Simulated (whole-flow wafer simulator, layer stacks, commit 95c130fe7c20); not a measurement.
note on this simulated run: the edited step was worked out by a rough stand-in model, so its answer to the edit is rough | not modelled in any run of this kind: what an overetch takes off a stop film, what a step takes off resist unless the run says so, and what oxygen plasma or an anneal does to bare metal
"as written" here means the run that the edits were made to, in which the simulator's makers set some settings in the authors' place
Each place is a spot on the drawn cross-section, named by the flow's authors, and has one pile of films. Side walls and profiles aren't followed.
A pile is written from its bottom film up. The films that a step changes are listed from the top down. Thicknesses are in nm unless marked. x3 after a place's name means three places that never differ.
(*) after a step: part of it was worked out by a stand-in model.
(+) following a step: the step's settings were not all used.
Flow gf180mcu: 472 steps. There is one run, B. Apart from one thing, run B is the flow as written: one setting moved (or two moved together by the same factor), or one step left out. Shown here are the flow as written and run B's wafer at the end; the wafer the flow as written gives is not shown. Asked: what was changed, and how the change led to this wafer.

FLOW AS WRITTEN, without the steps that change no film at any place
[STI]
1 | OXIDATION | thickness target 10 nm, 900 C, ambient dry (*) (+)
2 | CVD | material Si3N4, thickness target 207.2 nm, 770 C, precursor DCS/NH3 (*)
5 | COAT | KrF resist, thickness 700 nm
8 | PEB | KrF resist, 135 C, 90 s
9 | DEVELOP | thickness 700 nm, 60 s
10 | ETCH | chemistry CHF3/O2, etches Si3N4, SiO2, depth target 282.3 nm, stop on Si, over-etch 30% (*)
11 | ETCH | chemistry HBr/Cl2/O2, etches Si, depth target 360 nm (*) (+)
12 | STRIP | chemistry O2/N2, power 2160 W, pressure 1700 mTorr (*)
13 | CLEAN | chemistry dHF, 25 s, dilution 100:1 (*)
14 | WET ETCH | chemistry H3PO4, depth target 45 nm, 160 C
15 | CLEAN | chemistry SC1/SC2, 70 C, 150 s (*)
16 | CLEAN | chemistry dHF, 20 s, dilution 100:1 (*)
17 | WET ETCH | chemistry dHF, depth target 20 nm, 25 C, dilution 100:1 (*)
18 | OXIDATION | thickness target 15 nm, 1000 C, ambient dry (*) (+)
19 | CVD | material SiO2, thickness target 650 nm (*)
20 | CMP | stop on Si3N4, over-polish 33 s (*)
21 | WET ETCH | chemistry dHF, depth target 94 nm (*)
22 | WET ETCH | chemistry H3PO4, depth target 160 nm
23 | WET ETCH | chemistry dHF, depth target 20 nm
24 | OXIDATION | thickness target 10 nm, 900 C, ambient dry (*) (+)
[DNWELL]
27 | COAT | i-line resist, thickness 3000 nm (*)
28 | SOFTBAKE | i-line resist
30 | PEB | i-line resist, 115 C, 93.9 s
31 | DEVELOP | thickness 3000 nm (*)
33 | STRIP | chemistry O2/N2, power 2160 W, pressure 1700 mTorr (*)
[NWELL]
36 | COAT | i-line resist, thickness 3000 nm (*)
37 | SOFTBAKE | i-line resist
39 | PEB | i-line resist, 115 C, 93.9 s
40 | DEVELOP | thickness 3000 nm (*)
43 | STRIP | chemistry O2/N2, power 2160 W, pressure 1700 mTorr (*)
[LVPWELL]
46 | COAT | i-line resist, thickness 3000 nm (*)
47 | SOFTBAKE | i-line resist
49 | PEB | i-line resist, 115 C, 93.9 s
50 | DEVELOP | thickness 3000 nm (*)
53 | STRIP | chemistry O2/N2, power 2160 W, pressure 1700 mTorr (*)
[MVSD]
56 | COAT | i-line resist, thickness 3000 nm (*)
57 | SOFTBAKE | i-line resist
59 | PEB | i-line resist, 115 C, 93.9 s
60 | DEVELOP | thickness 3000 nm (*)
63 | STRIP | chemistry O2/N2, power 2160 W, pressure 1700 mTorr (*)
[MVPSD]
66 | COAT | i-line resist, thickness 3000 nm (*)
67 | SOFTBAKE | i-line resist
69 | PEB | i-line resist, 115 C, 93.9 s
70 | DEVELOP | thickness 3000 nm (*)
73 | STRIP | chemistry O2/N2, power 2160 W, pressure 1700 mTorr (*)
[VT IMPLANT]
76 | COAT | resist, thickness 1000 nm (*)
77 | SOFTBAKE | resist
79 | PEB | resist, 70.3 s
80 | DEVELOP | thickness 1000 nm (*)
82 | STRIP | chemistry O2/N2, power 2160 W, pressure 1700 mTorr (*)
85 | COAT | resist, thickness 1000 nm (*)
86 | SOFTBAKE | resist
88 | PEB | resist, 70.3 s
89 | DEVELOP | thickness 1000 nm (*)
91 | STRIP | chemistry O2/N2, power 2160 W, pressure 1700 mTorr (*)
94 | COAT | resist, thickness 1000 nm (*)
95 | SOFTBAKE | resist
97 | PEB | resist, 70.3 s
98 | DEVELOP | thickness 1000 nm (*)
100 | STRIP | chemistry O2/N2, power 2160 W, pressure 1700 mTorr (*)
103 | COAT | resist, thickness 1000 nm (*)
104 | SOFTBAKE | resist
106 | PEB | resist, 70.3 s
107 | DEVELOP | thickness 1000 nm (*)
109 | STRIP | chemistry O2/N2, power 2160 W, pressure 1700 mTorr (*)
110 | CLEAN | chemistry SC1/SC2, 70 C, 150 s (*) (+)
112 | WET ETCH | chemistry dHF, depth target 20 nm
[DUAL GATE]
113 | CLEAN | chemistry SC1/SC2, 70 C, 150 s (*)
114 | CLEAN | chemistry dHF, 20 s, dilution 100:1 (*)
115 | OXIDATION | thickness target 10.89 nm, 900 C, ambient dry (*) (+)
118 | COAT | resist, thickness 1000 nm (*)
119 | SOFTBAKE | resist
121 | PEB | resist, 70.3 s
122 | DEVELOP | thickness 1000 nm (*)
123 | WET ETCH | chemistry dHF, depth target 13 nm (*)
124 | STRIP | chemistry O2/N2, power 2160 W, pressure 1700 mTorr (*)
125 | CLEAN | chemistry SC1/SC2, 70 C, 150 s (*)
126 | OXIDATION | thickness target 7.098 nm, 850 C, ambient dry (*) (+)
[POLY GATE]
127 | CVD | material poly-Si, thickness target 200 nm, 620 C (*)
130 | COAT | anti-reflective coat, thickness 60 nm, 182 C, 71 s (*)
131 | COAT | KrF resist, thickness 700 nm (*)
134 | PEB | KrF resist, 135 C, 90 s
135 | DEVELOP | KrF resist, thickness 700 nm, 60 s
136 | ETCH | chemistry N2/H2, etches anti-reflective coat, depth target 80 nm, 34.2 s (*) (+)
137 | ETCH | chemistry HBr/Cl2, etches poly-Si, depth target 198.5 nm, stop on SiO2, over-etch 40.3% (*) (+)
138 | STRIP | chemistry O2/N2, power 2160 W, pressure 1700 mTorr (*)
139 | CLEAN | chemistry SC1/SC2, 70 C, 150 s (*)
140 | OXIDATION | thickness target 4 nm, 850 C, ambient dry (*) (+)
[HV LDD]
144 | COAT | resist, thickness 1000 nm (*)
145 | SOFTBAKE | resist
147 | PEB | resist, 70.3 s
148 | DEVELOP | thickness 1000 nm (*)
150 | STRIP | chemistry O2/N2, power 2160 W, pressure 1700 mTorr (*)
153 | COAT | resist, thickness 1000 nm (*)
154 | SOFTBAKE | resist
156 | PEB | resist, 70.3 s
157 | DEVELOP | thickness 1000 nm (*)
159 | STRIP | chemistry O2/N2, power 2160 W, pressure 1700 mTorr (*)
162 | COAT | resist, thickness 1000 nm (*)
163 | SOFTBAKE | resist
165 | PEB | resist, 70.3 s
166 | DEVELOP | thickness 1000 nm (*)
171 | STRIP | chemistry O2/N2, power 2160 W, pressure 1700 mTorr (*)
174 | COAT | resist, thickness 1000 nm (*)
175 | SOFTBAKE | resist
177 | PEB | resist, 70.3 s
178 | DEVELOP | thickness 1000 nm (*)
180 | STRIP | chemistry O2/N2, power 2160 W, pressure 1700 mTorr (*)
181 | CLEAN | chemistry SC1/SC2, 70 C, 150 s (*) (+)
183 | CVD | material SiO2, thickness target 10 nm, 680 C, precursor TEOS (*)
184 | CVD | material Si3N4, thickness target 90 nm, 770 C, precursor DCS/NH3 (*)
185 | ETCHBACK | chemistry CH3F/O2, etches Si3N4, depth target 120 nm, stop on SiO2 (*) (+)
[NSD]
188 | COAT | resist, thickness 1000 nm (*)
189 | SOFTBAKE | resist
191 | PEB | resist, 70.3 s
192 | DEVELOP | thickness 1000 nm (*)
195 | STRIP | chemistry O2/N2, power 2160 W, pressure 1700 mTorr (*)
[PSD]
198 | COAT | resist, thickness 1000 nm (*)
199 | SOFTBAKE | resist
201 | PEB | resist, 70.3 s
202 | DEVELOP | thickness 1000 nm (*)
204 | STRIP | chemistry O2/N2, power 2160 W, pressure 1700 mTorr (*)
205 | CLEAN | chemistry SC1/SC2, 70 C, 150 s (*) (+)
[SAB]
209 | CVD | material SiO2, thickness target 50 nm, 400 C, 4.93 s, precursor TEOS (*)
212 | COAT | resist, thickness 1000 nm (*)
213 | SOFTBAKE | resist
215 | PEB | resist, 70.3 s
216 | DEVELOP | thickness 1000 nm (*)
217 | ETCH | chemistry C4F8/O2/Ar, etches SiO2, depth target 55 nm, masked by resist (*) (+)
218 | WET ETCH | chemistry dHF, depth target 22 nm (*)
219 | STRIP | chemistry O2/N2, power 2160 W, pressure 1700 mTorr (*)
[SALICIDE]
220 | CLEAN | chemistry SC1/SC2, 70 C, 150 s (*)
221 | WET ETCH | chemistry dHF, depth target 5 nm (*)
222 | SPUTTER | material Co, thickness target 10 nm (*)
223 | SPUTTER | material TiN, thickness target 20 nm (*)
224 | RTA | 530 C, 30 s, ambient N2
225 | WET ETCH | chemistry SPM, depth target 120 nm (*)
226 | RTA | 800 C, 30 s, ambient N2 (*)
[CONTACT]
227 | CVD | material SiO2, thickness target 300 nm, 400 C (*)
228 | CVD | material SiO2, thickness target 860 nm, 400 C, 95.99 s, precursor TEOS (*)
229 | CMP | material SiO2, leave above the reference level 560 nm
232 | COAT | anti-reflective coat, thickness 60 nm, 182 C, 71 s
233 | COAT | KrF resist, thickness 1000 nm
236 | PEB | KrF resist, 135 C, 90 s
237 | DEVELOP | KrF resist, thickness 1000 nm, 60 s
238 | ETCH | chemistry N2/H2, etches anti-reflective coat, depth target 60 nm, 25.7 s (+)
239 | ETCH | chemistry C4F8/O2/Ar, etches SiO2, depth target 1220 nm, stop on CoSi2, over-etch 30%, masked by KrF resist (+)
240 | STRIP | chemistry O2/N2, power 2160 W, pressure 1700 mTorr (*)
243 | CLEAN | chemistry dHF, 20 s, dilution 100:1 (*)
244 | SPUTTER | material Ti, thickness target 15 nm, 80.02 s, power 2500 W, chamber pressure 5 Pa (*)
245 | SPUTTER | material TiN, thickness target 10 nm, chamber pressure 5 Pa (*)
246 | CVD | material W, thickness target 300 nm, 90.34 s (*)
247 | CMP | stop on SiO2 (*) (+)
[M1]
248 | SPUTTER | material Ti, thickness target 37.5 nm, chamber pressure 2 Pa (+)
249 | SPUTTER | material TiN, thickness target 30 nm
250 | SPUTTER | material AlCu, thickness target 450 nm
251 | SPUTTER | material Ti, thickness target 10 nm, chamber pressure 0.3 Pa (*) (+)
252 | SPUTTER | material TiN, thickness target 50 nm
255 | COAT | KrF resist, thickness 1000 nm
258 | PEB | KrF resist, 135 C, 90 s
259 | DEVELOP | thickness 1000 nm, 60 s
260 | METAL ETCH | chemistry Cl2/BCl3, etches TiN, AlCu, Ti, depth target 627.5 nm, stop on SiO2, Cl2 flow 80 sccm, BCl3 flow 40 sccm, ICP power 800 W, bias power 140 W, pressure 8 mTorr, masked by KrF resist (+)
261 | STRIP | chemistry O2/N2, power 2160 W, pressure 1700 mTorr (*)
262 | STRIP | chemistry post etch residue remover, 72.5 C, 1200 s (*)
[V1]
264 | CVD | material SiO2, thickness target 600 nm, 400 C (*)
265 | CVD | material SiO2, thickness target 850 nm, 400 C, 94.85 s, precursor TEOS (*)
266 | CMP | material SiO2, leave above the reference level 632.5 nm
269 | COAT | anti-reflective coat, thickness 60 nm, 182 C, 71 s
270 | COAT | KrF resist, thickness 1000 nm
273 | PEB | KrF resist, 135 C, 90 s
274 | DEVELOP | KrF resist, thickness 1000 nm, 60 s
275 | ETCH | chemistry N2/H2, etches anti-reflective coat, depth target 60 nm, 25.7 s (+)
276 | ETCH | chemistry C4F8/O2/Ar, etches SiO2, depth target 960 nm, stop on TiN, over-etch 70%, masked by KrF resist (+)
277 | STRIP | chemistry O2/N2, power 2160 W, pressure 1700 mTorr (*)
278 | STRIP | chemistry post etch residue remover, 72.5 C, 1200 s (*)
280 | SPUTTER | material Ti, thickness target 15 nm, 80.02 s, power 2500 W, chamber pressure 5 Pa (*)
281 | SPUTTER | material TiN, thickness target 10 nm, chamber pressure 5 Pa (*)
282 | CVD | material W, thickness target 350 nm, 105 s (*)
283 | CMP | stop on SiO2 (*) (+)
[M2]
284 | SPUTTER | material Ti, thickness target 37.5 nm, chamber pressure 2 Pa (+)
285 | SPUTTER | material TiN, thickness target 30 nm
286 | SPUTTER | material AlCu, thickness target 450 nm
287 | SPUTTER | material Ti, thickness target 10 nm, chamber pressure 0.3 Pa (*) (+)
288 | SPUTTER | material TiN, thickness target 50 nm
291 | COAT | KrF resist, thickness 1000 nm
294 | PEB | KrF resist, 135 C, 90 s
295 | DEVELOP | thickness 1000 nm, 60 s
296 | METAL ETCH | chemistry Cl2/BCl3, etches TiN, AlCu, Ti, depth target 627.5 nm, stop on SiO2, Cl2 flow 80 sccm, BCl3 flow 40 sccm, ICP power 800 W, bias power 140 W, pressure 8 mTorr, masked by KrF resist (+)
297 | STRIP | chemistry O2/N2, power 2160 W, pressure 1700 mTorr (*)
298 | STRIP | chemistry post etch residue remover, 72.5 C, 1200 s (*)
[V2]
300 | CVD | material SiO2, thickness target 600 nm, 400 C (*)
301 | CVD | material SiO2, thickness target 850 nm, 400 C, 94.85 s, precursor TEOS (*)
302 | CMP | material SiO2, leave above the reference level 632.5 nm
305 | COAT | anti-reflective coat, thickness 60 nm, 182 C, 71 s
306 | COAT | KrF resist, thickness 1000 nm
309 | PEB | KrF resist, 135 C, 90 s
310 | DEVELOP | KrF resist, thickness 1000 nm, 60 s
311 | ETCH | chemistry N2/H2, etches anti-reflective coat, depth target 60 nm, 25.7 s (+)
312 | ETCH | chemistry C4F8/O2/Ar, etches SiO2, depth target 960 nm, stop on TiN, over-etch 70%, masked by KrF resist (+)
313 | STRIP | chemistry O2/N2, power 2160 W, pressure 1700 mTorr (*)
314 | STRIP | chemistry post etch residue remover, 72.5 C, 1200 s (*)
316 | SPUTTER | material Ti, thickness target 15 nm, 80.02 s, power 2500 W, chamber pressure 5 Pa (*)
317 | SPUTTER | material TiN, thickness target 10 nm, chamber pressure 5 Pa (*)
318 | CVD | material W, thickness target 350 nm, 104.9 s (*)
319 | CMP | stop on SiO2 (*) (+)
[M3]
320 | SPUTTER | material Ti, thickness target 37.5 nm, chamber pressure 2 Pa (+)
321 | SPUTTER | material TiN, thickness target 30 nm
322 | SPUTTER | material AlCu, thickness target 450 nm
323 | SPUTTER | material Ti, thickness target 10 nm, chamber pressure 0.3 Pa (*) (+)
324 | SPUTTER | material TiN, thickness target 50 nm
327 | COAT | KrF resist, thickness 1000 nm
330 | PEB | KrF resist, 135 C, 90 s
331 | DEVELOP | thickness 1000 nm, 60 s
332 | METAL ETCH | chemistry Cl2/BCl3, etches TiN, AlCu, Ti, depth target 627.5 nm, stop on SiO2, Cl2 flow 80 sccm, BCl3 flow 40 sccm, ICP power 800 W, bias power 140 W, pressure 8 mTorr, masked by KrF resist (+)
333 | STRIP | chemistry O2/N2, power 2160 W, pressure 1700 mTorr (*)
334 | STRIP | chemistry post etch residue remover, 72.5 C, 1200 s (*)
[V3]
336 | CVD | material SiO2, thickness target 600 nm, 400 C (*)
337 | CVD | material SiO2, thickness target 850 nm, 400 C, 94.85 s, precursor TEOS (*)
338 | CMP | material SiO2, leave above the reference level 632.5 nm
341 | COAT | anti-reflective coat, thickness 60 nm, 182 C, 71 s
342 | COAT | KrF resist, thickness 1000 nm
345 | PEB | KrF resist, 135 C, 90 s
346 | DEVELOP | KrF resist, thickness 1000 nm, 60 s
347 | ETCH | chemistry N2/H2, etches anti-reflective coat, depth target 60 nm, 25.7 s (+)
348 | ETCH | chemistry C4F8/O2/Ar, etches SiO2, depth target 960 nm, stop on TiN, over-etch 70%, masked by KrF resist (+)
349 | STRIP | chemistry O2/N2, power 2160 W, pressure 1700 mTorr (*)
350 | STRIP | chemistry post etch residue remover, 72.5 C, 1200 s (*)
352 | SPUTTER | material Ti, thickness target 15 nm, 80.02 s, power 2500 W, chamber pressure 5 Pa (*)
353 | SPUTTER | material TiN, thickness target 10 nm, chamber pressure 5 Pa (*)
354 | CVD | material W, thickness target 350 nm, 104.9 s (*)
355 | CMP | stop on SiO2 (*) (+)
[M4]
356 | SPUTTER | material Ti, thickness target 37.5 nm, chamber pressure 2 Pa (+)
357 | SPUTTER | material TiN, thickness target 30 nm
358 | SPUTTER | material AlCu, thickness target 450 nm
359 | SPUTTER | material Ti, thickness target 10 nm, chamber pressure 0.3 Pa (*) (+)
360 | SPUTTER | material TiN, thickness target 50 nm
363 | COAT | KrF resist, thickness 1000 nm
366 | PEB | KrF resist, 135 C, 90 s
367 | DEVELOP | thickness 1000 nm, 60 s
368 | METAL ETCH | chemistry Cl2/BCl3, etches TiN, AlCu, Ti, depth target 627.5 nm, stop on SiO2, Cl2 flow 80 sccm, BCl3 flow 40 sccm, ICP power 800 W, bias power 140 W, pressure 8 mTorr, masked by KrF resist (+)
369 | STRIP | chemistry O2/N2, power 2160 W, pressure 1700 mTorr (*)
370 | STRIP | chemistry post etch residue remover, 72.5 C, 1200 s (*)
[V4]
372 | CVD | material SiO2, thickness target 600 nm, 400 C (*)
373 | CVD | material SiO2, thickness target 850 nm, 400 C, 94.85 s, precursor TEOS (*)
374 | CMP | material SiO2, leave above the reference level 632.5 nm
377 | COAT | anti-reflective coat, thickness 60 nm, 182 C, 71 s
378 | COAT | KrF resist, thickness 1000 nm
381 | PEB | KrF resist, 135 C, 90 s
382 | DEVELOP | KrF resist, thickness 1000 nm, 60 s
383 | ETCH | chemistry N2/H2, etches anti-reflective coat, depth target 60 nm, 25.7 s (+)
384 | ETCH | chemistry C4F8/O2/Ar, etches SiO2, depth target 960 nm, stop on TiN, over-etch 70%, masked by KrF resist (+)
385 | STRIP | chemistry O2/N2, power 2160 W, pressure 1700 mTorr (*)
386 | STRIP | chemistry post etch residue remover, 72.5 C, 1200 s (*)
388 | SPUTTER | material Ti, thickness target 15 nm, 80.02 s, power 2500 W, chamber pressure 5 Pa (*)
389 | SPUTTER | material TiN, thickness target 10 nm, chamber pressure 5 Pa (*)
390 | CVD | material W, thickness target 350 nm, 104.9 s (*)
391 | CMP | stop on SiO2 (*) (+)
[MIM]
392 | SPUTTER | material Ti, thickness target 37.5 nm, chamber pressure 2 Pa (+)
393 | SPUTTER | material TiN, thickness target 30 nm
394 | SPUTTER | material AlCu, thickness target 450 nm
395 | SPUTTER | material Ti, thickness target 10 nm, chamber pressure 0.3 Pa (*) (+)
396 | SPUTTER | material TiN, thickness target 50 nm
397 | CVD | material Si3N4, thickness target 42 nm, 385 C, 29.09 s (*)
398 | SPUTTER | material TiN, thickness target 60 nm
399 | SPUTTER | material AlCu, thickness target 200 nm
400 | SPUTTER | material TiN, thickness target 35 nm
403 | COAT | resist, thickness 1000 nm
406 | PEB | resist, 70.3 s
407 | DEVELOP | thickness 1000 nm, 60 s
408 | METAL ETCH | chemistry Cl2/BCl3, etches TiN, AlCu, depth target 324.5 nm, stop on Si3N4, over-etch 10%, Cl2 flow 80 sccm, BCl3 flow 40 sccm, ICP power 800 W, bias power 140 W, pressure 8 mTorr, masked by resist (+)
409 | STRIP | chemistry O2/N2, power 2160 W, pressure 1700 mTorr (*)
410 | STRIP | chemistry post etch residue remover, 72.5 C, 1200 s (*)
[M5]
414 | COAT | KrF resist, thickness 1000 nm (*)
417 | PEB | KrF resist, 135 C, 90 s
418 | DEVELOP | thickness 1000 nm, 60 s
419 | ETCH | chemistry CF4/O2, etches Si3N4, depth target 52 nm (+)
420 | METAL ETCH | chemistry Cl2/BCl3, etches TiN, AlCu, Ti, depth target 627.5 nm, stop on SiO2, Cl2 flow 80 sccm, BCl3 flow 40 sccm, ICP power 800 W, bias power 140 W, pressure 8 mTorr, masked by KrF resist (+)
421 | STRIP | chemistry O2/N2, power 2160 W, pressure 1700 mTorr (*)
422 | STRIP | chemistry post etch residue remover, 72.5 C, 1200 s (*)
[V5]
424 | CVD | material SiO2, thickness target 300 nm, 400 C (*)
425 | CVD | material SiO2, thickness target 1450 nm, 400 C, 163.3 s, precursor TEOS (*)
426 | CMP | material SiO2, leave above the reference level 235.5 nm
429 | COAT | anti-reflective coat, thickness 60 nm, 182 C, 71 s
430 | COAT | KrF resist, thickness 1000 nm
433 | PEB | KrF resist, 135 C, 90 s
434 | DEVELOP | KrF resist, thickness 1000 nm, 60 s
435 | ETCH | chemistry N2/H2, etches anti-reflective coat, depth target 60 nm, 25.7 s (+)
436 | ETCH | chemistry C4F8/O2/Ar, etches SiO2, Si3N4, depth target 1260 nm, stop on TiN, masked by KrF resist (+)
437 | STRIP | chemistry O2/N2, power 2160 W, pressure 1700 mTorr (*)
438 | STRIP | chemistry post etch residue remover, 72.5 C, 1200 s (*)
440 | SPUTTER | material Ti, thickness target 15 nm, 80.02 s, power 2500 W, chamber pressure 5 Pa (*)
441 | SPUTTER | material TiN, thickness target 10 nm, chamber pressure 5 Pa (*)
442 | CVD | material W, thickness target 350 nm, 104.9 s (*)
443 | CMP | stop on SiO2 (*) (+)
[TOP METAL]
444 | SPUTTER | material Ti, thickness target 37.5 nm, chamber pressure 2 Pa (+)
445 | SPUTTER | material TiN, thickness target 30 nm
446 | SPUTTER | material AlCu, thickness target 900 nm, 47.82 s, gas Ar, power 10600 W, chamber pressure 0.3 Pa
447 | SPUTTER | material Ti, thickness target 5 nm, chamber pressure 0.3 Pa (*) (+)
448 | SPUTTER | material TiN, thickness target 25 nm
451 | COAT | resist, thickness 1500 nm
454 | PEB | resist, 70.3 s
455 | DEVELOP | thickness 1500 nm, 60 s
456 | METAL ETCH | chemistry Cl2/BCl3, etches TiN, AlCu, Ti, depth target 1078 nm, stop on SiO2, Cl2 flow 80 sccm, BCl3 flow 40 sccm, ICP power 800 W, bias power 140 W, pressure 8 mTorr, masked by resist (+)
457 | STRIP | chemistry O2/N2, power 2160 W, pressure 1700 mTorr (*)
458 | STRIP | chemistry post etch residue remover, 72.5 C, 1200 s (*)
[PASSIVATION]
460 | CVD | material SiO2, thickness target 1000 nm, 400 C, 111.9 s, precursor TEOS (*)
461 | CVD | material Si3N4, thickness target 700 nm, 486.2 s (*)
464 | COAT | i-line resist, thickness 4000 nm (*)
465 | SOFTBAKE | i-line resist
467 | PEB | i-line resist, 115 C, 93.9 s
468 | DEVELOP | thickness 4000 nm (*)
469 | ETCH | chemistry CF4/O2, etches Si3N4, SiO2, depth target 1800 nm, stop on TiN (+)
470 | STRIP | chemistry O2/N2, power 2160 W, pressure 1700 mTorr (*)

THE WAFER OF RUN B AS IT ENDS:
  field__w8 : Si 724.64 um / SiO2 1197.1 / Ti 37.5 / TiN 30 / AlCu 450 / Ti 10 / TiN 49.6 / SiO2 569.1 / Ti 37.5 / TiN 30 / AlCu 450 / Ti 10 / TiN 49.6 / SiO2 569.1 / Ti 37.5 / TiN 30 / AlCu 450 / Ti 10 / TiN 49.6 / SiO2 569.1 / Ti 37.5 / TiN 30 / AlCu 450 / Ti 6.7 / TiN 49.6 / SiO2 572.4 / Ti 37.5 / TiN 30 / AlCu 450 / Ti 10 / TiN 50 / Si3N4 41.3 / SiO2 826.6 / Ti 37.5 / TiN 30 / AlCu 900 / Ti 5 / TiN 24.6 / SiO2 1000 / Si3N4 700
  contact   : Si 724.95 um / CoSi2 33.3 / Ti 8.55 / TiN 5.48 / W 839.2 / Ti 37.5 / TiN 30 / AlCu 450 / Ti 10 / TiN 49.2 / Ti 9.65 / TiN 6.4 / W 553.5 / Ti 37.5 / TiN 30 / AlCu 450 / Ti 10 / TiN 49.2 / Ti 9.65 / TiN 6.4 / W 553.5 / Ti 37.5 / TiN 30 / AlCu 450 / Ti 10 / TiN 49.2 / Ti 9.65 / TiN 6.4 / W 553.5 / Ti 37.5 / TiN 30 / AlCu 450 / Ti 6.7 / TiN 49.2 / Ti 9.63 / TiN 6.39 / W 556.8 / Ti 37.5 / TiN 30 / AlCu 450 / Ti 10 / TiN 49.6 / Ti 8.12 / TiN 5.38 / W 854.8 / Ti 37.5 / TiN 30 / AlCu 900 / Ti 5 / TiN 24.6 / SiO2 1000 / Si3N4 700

Cause: step 359, SPUTTER: thickness target 6.7 nm was run, while the flow as written has thickness target 10 nm.
The wafer lets one read it off: field__w8 has Ti 6.7, and step 359 as written asks for 10 nm.

How this came from the change, step by step:
  359 | SPUTTER | material Ti, thickness target 10 nm, chamber pressure 0.3 Pa (*) (+)
      field, field__w1, field__w2 and 108 more: Ti gains 6.7 (new film) (it would be, as written: Ti gains 10 (new film))
  368 | METAL ETCH | chemistry Cl2/BCl3, etches TiN, AlCu, Ti, depth target 627.5 nm, stop on SiO2, Cl2 flow 80 sccm, BCl3 flow 40 sccm, ICP power 800 W, bias power 140 W, pressure 8 mTorr, masked by KrF resist (+)
      field, field__w1, field__w2 and 103 more: TiN loses 50 (all of it), Ti loses 6.7 (all of it), AlCu loses 450 (all of it), TiN loses 30 (all of it), Ti loses 37.5 (all of it) (it would be, as written: TiN loses 50 (all of it), Ti loses 10 (all of it), AlCu loses 450 (all of it), TiN loses 30 (all of it), Ti loses 37.5 (all of it))
